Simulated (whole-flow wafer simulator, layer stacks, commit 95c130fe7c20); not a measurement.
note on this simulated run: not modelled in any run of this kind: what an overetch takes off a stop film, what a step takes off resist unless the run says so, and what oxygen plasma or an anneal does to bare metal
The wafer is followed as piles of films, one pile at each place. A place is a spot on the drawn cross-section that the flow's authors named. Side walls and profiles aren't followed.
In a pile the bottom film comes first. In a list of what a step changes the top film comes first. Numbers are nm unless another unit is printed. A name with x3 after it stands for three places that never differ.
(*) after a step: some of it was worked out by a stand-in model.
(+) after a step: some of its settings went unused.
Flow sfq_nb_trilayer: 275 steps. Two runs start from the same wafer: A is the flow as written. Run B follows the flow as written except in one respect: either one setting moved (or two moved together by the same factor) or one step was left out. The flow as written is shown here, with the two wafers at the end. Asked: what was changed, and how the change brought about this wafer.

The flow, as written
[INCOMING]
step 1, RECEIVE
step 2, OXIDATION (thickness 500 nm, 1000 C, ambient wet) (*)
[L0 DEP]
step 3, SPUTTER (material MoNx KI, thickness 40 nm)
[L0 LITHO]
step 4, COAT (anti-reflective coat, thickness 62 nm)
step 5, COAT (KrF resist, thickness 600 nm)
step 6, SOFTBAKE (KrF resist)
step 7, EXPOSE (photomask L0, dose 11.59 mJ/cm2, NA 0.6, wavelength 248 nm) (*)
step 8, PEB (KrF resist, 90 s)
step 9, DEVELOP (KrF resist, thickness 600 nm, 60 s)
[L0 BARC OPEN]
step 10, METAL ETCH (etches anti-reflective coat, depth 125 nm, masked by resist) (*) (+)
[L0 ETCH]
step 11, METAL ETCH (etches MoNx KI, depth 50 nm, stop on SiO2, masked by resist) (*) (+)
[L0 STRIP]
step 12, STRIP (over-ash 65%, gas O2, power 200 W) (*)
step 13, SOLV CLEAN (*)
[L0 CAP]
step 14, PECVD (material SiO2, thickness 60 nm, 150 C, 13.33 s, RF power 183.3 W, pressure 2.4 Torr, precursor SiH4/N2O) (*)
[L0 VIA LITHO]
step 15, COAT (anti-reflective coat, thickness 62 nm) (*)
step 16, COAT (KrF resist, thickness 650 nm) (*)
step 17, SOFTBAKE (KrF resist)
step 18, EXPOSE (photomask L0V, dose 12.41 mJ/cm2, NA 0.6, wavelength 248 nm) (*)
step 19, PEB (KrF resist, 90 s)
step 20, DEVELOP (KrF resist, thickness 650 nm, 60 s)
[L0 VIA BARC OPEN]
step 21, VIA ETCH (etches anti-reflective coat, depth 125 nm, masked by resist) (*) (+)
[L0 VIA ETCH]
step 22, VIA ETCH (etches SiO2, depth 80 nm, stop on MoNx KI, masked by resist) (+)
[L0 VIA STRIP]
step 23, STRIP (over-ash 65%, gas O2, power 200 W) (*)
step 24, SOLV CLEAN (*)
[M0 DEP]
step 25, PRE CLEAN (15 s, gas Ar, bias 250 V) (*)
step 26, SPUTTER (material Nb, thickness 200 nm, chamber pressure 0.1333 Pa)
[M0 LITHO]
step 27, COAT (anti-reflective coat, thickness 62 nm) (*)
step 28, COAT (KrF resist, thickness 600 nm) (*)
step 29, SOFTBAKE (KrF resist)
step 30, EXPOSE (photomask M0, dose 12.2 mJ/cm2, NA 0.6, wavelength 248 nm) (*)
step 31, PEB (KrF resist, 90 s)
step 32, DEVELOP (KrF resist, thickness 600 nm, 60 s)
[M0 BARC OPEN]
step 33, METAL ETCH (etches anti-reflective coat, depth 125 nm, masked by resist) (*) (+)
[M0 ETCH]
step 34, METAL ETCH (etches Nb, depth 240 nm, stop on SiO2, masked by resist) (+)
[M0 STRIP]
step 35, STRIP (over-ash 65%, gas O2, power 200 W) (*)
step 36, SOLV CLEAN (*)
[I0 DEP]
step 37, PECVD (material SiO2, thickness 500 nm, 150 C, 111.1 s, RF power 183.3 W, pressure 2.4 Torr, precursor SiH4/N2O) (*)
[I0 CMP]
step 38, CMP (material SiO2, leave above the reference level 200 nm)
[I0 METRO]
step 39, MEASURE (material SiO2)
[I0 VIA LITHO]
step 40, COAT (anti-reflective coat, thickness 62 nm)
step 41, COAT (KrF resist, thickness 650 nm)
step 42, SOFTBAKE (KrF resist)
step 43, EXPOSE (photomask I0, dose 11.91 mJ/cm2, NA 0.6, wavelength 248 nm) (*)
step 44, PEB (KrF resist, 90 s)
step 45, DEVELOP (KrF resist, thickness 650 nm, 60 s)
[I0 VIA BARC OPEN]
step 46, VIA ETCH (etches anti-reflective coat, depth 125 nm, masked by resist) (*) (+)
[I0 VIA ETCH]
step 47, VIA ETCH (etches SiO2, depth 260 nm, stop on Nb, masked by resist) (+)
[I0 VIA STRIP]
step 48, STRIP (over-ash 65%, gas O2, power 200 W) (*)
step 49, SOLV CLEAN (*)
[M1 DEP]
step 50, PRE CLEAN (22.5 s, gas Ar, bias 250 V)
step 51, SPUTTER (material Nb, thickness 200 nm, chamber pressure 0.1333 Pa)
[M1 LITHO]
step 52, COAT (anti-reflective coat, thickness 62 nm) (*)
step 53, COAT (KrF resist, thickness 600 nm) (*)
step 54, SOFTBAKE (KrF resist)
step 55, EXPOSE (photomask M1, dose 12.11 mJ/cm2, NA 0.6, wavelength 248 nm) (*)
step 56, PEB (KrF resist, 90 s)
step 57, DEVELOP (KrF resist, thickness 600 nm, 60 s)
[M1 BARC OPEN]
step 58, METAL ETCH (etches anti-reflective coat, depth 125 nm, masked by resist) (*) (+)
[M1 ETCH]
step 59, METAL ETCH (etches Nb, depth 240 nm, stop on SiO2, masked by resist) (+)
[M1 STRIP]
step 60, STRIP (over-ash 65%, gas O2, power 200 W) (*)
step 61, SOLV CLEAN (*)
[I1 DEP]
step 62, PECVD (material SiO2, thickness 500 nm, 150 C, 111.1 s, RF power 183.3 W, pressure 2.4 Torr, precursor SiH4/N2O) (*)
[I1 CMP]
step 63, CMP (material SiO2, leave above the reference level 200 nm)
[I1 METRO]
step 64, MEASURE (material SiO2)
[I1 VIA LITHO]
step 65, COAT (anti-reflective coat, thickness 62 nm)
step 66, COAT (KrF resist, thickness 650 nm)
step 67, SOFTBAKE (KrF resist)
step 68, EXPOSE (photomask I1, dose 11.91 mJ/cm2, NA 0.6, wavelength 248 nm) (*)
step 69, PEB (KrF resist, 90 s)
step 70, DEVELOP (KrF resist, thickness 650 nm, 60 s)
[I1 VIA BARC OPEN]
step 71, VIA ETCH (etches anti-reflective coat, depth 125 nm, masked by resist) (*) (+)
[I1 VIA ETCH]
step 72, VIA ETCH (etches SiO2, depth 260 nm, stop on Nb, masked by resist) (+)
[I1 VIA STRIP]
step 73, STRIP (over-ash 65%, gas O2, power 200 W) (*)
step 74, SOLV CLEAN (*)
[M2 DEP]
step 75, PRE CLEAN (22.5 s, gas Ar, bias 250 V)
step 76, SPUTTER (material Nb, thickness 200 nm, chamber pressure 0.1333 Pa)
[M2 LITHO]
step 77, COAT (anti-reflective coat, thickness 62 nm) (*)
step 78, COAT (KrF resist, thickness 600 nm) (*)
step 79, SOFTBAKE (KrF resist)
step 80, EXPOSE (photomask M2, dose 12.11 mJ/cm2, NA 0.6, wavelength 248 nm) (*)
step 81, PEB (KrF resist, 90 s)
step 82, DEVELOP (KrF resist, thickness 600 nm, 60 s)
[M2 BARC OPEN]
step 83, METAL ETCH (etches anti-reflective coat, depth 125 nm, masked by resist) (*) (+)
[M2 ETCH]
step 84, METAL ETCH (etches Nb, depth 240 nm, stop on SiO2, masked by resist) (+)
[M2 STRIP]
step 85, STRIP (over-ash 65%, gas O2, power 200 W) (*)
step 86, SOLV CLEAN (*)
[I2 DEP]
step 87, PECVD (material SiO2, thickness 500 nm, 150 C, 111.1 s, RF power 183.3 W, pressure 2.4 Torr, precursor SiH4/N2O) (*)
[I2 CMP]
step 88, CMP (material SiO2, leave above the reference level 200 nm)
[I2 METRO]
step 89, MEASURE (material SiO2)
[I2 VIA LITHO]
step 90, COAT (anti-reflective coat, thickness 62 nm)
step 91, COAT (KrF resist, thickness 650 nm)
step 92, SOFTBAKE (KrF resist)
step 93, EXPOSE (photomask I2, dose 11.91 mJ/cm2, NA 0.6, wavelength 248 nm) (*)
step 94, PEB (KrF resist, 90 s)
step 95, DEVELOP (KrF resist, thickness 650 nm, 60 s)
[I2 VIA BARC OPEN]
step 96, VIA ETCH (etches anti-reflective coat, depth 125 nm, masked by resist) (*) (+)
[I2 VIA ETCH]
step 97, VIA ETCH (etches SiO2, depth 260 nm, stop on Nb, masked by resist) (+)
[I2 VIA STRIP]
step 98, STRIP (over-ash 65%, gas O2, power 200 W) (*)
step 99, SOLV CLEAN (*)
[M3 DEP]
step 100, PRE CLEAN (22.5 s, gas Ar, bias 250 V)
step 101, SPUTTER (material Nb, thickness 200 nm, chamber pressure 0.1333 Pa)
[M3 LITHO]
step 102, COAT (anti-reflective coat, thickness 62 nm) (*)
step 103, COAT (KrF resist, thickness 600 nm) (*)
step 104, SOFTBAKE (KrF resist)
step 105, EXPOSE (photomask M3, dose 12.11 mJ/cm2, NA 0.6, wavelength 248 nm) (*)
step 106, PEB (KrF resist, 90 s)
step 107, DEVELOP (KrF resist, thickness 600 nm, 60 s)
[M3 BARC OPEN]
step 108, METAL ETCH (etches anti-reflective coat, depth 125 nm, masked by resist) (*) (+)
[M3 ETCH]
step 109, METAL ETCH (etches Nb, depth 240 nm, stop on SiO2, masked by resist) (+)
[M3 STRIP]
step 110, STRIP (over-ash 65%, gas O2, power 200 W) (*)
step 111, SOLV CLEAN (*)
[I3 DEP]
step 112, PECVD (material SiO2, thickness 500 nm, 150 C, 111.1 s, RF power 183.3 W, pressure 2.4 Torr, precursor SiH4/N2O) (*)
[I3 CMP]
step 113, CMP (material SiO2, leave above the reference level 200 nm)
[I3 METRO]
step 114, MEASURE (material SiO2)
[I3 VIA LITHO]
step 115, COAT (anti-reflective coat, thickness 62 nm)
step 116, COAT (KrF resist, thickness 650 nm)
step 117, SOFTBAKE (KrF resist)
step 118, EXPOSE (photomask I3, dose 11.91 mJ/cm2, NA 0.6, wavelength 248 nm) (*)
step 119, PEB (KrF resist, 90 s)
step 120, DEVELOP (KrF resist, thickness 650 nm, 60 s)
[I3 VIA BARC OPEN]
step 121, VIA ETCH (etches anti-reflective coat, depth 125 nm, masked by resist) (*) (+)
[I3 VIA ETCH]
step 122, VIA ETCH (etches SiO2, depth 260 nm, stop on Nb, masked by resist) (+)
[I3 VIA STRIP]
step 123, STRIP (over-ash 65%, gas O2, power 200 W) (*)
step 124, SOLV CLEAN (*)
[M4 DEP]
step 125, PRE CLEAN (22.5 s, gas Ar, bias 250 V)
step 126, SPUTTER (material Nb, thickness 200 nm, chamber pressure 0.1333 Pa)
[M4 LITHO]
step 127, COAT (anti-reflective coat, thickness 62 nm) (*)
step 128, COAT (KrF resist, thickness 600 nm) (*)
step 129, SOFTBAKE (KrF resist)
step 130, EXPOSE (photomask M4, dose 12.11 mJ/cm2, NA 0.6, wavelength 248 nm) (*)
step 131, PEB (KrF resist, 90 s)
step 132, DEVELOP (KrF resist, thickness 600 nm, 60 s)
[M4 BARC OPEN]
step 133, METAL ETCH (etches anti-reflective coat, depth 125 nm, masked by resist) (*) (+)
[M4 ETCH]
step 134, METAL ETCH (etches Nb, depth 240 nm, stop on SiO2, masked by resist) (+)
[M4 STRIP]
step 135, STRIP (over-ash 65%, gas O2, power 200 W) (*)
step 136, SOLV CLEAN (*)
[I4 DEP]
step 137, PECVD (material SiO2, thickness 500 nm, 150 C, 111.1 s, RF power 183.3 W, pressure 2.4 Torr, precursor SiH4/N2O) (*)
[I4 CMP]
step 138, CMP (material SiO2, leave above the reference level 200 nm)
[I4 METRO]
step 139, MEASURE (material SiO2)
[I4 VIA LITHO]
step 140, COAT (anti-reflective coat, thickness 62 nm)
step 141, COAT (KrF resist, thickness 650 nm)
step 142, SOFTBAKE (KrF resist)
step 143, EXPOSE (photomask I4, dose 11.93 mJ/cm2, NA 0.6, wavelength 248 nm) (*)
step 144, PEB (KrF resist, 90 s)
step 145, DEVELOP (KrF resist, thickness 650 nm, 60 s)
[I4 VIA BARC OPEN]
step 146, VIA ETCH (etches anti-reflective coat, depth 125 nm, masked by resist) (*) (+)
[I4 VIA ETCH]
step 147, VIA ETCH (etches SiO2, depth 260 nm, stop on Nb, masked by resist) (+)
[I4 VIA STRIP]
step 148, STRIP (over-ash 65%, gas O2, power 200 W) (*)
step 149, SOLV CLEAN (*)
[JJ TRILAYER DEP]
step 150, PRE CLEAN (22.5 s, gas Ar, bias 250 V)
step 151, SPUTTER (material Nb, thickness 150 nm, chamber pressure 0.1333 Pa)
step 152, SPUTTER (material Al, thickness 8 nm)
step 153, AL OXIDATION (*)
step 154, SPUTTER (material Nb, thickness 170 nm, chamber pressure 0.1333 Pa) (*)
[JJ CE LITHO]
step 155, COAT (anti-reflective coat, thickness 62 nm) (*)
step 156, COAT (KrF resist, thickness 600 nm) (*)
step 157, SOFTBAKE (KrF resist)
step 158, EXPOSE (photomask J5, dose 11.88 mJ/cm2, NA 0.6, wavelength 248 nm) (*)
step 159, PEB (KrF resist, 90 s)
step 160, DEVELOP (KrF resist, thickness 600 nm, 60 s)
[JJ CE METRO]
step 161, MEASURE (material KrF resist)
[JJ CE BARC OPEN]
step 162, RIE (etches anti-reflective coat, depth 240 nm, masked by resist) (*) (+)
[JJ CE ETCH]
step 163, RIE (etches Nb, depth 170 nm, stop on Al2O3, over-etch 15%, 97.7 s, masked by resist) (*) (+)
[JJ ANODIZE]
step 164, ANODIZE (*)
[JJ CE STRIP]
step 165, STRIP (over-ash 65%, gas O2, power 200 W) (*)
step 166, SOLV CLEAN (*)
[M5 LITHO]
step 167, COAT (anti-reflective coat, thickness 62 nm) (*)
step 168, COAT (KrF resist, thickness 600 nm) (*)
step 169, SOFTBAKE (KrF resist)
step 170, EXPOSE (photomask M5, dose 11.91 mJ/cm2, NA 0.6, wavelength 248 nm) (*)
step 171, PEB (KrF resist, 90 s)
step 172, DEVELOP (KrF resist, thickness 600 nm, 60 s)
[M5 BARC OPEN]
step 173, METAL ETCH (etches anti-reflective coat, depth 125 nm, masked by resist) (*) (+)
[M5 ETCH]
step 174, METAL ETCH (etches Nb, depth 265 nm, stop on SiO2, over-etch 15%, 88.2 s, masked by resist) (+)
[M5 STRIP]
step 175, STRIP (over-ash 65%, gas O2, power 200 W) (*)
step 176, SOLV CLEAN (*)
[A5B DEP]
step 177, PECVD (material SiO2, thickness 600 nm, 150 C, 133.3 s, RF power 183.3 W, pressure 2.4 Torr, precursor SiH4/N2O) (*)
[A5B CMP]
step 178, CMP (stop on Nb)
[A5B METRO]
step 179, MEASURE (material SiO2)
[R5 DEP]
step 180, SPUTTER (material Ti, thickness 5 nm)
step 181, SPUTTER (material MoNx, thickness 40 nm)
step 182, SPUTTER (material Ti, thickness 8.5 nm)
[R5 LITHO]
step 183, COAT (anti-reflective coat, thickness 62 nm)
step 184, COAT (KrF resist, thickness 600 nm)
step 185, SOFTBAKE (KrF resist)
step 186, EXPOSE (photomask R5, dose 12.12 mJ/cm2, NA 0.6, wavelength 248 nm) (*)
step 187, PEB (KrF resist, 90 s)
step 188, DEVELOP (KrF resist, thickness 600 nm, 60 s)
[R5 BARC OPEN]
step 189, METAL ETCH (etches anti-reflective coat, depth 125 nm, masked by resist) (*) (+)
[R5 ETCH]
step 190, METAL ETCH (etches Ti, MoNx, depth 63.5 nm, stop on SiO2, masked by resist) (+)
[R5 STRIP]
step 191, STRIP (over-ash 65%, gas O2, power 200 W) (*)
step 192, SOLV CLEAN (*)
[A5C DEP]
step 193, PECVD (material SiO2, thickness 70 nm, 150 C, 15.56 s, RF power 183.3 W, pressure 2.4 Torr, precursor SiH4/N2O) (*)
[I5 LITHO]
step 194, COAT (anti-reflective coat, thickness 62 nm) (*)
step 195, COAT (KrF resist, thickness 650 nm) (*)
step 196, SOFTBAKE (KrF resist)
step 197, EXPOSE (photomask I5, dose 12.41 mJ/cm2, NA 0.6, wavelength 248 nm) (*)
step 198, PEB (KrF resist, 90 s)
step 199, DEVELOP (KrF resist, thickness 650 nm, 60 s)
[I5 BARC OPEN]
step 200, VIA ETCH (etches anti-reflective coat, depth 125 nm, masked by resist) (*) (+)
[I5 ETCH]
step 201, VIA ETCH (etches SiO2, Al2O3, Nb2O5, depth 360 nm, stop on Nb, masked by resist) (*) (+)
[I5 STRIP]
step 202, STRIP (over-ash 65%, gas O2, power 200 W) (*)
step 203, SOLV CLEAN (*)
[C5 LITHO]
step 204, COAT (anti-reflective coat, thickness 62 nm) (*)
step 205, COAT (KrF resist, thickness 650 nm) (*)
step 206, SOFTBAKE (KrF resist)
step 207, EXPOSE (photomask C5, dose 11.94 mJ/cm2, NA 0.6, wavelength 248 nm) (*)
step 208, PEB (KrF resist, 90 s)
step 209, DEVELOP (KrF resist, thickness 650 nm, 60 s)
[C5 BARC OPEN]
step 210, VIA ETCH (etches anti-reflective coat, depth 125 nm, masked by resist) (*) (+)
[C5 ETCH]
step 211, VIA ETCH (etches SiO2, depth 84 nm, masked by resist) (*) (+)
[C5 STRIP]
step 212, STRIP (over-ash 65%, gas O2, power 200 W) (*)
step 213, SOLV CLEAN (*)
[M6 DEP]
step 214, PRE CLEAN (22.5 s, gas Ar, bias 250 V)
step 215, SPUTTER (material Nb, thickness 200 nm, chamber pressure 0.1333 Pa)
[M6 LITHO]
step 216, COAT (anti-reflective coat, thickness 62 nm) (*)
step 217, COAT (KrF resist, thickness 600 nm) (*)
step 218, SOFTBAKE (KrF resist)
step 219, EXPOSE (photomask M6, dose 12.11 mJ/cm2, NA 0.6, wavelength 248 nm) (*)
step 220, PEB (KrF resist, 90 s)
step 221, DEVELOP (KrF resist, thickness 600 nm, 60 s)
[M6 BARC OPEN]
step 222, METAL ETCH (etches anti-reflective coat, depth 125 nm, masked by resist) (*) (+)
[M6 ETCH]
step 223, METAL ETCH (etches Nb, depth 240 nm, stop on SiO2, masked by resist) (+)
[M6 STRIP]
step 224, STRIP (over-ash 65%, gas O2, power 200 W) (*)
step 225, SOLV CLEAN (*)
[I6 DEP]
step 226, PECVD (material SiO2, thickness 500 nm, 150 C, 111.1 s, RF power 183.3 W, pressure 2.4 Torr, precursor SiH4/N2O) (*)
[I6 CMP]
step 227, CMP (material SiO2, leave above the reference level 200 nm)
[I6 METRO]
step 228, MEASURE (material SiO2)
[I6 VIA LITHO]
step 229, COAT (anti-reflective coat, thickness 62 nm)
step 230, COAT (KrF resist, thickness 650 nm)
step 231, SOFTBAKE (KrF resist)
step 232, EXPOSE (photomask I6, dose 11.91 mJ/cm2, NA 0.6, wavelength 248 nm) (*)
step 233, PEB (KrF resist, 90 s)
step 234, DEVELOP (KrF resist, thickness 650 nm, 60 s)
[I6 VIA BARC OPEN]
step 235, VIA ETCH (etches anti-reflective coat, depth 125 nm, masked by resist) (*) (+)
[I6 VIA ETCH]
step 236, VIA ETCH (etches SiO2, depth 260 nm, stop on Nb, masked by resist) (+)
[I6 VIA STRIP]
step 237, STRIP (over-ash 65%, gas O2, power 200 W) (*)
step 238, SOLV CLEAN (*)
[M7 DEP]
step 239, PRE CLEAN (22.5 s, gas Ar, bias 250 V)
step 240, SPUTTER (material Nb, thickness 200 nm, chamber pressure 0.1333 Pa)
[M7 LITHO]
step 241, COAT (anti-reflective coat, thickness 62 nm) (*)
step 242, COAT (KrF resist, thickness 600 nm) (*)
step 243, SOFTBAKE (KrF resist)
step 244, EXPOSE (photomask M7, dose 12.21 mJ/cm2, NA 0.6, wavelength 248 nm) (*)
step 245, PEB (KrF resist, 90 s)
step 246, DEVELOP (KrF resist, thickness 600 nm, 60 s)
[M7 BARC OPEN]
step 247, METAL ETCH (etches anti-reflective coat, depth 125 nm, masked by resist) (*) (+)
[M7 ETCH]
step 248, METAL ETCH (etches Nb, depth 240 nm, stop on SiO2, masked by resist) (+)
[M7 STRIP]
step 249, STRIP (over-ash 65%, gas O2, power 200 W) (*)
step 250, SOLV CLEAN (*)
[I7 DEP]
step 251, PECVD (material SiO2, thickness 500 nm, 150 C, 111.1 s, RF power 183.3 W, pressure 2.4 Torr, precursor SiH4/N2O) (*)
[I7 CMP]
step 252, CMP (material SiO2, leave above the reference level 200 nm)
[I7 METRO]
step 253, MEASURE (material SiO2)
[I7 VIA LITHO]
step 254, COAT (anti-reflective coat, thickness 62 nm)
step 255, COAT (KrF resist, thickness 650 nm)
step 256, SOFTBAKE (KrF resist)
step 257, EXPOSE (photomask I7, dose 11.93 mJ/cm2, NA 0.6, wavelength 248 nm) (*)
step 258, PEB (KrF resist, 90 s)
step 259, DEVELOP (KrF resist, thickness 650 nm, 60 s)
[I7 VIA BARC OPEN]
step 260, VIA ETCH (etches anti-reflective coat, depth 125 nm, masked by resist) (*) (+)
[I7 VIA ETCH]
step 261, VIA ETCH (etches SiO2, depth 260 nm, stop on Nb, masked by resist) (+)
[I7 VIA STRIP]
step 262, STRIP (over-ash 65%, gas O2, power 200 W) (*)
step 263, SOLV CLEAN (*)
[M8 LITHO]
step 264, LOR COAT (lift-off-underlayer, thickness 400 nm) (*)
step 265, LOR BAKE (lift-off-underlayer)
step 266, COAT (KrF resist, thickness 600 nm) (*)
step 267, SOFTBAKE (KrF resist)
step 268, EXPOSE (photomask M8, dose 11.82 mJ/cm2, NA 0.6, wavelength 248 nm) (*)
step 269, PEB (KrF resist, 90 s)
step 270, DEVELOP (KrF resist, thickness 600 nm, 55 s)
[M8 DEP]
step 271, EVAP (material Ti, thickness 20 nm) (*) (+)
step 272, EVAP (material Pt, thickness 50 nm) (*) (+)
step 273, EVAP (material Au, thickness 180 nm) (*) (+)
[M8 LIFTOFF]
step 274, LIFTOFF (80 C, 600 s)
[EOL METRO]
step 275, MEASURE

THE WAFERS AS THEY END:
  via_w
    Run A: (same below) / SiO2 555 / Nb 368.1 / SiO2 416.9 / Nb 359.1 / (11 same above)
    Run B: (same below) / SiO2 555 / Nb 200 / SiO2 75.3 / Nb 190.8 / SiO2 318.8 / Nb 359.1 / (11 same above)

Cause: step 47, VIA ETCH: depth 117 nm was run, whereas the flow has depth 260 nm.

Step by step, how the change led to this:
  step 47, VIA ETCH (etches SiO2, depth 260 nm, stop on Nb, masked by resist) (+)
      via_w: A -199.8 SiO2 (all of it) | B -117 SiO2
      field_l, v_sur, via_wl and 102 more: A -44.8 KrF resist | B -20.2 KrF resist
  step 48, STRIP (over-ash 65%, gas O2, power 200 W) (*)
      field_l, v_sur, via_wl and 102 more: A -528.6 KrF resist (all of it), -62 anti-reflective coat (all of it) | B -553.3 KrF resist (all of it), -62 anti-reflective coat (all of it)
  step 50, PRE CLEAN (22.5 s, gas Ar, bias 250 V)
      via_w: A -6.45 Nb | B -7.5 SiO2
  step 51, SPUTTER (material Nb, thickness 200 nm, chamber pressure 0.1333 Pa)
      via_w: A +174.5 Nb | B +190.8 Nb (new film)
  step 52, COAT (anti-reflective coat, thickness 62 nm) (*)
      via_wl: A +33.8 anti-reflective coat (new film) | B +38.7 anti-reflective coat (new film)
      via_w: A +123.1 anti-reflective coat (new film) | B +104.7 anti-reflective coat (new film)
      (and at 1 other place as well)
  step 53, COAT (KrF resist, thickness 600 nm) (*)
      via_w: A +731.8 KrF resist (new film) | B +665.5 KrF resist (new film)
  step 60, STRIP (over-ash 65%, gas O2, power 200 W) (*)
      v_sur: A -365.9 KrF resist (all of it), -61.1 anti-reflective coat (all of it) | B -373.6 KrF resist (all of it), -60.4 anti-reflective coat (all of it)
      via_wl: A -385.5 KrF resist (all of it), -33.8 anti-reflective coat (all of it) | B -391 KrF resist (all of it), -38.7 anti-reflective coat (all of it)
      (and at 2 other places as well)
  step 62, PECVD (material SiO2, thickness 500 nm, 150 C, 111.1 s, RF power 183.3 W, pressure 2.4 Torr, precursor SiH4/N2O) (*)
      via_w: A +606 SiO2 (new film) | B +500 SiO2 (new film)
  step 63, CMP (material SiO2, leave above the reference level 200 nm)
      via_w: A -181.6 SiO2 | B -173.7 SiO2
With metal films that touch counted as one body, via_w has 6 bodies (between them, from the top down: SiO2 192.5; SiO2 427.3 / Al2O3 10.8 / Nb2O5 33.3; SiO2 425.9; SiO2 318.8; SiO2 75.3); the flow as written gives 5 bodies (between them, from the top down: SiO2 192.5; SiO2 427.3 / Al2O3 10.8 / Nb2O5 33.3; SiO2 425.9; SiO2 416.9).
